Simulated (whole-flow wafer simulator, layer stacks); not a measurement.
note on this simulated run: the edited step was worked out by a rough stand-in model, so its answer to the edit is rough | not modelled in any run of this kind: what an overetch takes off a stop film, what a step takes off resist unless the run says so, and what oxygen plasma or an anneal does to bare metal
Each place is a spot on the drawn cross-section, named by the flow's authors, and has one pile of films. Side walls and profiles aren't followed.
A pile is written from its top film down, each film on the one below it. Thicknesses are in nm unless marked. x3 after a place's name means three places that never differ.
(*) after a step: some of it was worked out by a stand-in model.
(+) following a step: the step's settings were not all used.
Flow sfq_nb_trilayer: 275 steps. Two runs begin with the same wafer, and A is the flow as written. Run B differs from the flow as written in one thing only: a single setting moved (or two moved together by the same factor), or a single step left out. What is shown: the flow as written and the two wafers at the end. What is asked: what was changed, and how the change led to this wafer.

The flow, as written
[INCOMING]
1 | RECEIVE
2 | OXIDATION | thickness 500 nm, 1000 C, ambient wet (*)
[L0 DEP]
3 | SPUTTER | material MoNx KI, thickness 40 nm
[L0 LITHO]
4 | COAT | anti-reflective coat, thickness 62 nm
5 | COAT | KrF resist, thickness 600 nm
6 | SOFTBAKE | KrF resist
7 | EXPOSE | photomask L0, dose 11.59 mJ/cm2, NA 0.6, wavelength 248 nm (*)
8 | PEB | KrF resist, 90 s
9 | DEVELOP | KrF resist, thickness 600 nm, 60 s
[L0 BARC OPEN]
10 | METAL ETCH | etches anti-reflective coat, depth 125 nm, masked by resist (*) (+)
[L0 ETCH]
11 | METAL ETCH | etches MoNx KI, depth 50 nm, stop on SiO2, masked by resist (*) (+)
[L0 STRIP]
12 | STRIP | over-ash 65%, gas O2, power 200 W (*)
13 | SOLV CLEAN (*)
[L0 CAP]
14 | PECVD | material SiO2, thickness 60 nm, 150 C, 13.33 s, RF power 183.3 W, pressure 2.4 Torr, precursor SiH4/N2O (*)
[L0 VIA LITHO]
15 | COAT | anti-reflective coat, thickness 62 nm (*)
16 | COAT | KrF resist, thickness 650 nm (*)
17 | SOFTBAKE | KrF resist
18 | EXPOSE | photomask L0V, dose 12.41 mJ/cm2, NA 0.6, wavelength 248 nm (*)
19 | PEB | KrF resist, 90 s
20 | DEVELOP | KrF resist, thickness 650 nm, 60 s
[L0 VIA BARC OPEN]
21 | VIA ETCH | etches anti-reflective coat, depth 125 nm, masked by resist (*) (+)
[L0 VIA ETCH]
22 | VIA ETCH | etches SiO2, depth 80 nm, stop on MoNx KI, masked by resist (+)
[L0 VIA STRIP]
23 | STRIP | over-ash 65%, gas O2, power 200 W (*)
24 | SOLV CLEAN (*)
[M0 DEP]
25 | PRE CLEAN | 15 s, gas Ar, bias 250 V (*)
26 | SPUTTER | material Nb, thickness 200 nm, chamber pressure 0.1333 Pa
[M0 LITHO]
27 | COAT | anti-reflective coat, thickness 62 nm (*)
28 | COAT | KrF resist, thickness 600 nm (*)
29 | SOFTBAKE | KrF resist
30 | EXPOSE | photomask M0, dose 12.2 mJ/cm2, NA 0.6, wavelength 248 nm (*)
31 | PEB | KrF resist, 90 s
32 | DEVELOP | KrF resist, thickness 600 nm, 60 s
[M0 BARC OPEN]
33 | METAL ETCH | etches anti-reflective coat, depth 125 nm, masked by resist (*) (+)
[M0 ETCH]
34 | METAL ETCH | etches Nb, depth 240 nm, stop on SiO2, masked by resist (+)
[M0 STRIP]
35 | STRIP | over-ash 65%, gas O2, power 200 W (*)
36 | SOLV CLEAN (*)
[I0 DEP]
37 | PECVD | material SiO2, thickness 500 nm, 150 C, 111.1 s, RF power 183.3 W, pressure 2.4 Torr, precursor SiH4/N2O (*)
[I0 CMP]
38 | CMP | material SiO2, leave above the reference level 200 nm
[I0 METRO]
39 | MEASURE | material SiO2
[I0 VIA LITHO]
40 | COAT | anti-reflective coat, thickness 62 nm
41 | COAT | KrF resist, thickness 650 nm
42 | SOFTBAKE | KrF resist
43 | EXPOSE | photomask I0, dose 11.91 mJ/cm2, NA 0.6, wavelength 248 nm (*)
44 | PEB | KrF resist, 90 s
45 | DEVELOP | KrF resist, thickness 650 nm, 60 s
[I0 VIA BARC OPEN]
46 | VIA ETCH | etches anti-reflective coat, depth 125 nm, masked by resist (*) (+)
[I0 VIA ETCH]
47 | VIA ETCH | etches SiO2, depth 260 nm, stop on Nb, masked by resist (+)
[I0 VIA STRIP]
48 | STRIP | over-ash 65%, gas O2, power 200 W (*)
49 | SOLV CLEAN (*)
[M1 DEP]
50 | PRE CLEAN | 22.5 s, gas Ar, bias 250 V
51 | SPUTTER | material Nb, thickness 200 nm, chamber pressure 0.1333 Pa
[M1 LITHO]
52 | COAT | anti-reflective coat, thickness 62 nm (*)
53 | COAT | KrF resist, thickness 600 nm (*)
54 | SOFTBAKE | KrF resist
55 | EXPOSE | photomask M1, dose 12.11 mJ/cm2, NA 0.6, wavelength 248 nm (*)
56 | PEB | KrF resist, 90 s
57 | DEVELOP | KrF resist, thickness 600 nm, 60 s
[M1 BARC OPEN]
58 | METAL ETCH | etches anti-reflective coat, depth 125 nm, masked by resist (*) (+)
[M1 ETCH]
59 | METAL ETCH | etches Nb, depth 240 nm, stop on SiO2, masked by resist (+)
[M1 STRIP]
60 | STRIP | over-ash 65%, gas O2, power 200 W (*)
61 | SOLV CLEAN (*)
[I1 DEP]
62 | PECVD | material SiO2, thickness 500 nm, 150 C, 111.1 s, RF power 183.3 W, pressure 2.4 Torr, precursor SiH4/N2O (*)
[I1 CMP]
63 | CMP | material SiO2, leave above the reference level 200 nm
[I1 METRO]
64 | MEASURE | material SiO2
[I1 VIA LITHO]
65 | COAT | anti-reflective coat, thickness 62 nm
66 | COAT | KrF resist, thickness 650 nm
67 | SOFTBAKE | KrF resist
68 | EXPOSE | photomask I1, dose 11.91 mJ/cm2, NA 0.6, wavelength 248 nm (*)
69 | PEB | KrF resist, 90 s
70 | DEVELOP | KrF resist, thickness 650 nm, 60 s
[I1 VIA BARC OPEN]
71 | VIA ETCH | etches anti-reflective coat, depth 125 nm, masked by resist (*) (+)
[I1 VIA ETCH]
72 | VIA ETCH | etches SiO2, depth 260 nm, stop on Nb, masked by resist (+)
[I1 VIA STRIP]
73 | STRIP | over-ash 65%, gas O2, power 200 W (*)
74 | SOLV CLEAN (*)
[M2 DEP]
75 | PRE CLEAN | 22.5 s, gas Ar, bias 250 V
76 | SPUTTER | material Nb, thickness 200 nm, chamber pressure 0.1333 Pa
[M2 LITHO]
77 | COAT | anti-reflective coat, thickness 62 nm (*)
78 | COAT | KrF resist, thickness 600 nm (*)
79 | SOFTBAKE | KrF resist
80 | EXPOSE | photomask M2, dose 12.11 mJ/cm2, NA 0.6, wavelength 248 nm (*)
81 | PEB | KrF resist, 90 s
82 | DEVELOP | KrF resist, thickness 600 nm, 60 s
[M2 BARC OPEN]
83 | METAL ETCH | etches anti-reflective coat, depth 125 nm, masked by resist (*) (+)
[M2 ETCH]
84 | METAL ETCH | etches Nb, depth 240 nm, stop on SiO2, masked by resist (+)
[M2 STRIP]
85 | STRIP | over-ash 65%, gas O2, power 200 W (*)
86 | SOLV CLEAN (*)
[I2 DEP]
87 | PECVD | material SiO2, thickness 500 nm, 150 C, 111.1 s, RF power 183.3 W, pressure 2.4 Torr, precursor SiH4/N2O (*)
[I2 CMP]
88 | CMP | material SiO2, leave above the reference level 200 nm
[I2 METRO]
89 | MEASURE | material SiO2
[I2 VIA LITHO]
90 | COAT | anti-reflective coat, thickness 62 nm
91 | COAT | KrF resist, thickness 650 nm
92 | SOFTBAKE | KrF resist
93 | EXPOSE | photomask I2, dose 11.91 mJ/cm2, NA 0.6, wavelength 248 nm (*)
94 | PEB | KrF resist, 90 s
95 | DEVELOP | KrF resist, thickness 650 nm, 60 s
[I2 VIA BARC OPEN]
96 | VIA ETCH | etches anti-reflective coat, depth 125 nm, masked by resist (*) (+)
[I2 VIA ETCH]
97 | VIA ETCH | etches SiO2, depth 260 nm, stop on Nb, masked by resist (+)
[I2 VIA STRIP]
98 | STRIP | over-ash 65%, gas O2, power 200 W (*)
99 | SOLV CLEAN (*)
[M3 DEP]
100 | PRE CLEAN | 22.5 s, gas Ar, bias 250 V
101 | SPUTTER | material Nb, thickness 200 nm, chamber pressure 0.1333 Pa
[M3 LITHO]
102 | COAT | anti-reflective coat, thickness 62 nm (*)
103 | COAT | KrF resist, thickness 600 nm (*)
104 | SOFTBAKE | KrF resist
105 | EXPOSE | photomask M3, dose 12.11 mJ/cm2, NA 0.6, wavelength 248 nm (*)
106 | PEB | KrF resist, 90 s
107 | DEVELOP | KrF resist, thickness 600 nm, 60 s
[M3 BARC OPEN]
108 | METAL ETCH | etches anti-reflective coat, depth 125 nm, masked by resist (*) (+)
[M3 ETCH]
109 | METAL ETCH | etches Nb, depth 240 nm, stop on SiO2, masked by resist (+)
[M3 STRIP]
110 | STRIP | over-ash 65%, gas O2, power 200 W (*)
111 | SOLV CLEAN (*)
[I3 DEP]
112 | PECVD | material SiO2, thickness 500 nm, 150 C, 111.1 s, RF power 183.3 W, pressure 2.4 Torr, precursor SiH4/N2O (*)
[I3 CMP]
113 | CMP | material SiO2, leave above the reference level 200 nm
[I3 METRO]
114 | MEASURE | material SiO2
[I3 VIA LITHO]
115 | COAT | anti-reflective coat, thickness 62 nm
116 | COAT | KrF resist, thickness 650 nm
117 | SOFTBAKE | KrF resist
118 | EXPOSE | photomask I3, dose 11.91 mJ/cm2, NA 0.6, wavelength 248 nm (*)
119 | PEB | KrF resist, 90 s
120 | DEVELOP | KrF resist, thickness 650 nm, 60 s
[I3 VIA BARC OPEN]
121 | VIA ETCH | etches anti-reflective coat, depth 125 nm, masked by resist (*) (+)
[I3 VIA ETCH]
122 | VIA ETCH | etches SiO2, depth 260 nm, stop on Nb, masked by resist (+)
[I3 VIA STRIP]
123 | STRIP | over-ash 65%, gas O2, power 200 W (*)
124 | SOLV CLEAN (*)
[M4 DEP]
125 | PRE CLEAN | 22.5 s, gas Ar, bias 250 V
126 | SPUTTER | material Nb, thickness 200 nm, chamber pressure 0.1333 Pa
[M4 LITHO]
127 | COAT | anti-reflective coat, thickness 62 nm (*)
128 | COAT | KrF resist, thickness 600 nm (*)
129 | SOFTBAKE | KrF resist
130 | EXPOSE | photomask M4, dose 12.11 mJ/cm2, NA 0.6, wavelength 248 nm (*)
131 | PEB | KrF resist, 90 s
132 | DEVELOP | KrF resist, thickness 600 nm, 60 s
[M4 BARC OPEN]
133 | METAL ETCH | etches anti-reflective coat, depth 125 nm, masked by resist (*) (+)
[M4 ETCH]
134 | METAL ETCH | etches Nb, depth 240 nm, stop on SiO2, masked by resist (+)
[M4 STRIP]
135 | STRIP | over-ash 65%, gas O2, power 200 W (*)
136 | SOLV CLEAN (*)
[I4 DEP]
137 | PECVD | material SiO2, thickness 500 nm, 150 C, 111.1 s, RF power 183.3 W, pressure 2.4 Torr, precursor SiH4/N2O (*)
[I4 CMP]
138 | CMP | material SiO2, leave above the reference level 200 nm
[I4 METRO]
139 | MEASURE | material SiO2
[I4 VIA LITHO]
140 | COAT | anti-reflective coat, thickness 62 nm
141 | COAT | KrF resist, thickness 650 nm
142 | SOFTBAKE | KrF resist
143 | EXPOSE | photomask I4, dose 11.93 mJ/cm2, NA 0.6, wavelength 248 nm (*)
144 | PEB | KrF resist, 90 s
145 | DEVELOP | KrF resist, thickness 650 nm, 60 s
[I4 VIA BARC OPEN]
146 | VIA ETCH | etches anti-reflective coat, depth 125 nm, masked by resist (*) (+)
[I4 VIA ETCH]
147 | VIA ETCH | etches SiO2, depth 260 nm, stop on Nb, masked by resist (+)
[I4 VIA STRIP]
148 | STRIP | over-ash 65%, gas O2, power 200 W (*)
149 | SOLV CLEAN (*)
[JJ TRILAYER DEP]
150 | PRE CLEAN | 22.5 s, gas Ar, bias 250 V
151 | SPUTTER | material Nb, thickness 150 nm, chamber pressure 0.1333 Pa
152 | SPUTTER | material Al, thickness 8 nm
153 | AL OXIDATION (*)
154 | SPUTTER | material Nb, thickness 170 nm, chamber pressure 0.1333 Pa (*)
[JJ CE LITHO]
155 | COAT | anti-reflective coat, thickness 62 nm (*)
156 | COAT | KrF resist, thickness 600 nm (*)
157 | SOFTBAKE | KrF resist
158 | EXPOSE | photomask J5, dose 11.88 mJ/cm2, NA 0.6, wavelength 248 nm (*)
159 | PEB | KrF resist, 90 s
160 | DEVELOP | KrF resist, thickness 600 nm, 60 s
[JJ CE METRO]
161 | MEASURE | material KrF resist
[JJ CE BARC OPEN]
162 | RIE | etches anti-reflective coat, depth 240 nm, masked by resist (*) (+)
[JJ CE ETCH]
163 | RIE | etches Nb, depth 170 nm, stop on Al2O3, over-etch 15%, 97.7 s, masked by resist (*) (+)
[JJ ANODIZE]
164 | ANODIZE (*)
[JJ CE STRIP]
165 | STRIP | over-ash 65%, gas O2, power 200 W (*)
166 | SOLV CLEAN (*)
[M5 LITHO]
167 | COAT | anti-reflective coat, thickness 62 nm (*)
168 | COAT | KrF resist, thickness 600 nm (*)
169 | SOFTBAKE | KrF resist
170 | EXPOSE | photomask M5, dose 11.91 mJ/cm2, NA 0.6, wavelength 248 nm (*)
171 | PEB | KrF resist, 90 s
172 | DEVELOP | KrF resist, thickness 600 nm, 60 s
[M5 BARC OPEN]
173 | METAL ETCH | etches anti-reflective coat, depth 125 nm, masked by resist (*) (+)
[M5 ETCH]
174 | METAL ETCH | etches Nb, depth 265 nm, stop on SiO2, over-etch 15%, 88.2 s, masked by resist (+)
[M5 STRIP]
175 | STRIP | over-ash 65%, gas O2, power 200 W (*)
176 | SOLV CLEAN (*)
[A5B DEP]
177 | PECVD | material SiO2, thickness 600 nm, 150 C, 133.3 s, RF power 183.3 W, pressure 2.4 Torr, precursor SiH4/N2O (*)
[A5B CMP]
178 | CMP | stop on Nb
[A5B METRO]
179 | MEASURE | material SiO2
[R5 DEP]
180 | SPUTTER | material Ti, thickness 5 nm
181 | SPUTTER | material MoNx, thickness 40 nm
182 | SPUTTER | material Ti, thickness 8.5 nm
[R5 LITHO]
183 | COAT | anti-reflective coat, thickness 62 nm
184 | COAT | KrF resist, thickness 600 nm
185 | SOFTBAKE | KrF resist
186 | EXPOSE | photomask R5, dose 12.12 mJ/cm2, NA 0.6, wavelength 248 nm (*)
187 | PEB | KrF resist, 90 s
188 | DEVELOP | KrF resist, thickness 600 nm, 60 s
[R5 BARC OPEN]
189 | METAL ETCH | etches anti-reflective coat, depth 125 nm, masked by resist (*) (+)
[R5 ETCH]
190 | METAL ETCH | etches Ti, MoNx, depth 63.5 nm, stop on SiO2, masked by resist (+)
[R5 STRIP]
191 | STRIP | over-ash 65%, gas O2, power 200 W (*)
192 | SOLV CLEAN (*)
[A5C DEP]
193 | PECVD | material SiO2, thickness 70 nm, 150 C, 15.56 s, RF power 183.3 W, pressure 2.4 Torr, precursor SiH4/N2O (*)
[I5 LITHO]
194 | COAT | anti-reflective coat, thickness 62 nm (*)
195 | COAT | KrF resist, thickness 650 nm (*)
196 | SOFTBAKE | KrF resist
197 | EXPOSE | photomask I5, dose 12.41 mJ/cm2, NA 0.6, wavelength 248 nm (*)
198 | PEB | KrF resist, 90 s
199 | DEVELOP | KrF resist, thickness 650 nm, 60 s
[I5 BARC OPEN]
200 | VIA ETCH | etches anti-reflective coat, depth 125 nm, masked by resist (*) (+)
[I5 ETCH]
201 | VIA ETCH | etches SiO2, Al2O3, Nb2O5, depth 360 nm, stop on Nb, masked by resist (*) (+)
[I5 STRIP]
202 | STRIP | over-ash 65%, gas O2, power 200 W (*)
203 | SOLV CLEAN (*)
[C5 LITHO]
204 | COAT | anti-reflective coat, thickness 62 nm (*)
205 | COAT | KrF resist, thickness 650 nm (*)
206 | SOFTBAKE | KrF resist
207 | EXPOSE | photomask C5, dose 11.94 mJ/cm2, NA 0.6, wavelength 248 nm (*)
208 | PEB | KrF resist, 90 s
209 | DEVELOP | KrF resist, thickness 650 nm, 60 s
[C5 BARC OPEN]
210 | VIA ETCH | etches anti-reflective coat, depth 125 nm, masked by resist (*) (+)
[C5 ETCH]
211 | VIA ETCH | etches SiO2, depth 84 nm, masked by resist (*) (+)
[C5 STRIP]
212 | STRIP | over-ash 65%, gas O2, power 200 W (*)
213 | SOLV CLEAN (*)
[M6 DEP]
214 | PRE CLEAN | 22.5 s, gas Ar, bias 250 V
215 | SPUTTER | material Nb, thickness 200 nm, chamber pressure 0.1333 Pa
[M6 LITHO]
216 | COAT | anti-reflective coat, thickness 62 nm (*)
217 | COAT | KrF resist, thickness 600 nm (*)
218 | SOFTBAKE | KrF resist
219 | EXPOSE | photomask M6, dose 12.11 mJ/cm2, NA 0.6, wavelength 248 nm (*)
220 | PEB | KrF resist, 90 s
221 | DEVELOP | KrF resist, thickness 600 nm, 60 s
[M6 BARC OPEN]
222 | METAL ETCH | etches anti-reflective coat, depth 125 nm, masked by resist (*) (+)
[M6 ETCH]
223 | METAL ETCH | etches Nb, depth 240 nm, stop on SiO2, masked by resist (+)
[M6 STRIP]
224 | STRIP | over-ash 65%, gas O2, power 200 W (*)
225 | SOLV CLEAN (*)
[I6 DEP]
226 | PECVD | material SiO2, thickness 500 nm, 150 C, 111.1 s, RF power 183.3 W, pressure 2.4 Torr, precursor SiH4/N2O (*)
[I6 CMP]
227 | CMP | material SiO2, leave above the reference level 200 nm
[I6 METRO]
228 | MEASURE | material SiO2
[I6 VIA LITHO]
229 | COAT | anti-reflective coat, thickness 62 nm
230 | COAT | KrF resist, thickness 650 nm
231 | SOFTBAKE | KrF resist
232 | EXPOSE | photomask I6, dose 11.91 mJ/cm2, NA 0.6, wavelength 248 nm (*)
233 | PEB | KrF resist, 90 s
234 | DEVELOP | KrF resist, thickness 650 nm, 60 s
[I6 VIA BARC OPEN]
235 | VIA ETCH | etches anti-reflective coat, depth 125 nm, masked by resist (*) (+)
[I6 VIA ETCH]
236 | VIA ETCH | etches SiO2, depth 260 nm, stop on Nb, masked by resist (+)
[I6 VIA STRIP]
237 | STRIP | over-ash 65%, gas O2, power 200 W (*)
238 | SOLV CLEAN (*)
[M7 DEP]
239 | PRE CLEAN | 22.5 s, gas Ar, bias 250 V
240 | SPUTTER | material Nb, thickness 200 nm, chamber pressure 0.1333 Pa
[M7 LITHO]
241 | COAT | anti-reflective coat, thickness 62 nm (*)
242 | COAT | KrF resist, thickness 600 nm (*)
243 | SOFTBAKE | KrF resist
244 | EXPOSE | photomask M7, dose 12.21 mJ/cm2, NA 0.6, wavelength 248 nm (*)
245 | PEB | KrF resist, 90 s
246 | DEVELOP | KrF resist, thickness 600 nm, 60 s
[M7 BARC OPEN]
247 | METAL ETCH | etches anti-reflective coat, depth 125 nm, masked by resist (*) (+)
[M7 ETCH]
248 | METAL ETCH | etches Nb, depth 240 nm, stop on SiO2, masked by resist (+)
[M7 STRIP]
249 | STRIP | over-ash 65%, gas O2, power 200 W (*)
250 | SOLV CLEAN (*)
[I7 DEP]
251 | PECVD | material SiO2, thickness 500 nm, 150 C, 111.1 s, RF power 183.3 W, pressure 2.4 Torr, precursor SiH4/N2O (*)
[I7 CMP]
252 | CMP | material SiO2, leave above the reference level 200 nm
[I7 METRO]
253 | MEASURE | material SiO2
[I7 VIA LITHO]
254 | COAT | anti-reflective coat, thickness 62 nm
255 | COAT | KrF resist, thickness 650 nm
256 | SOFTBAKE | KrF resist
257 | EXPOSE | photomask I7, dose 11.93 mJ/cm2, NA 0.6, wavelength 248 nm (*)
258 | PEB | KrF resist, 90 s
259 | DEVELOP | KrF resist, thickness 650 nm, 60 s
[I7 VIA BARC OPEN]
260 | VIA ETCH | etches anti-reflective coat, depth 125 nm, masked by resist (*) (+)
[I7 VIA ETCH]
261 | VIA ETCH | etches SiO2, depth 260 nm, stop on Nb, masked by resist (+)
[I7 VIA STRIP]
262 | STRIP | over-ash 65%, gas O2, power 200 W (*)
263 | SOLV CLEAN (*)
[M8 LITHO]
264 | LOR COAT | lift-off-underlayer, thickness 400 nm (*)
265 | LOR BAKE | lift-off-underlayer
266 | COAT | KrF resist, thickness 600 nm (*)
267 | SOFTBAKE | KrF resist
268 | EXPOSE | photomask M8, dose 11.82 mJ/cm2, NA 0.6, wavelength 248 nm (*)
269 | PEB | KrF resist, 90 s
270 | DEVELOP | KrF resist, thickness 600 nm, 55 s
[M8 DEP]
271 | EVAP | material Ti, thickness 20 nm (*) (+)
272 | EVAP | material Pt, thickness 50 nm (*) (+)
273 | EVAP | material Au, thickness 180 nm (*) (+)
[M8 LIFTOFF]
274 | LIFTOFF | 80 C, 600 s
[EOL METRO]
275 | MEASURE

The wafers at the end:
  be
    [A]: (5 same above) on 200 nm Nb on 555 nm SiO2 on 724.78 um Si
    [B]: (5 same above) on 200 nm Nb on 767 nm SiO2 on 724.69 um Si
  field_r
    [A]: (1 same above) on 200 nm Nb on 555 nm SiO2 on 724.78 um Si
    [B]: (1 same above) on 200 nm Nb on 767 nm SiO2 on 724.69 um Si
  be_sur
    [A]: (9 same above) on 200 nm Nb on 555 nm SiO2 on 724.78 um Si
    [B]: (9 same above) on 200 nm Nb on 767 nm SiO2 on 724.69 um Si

What caused this: step 2, OXIDATION: thickness 712 nm was run, while the flow as written has thickness 500 nm.

Step by step, how the change led to this:
  2 | OXIDATION | thickness 500 nm, 1000 C, ambient wet (*)
      field_l, v_sur, via_wl and 103 more: A SiO2 gains 500 (new film), chemical SiO2 loses 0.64 (all of it), Si loses 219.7 | B SiO2 gains 712 (new film), chemical SiO2 loses 0.64 (all of it), Si loses 313
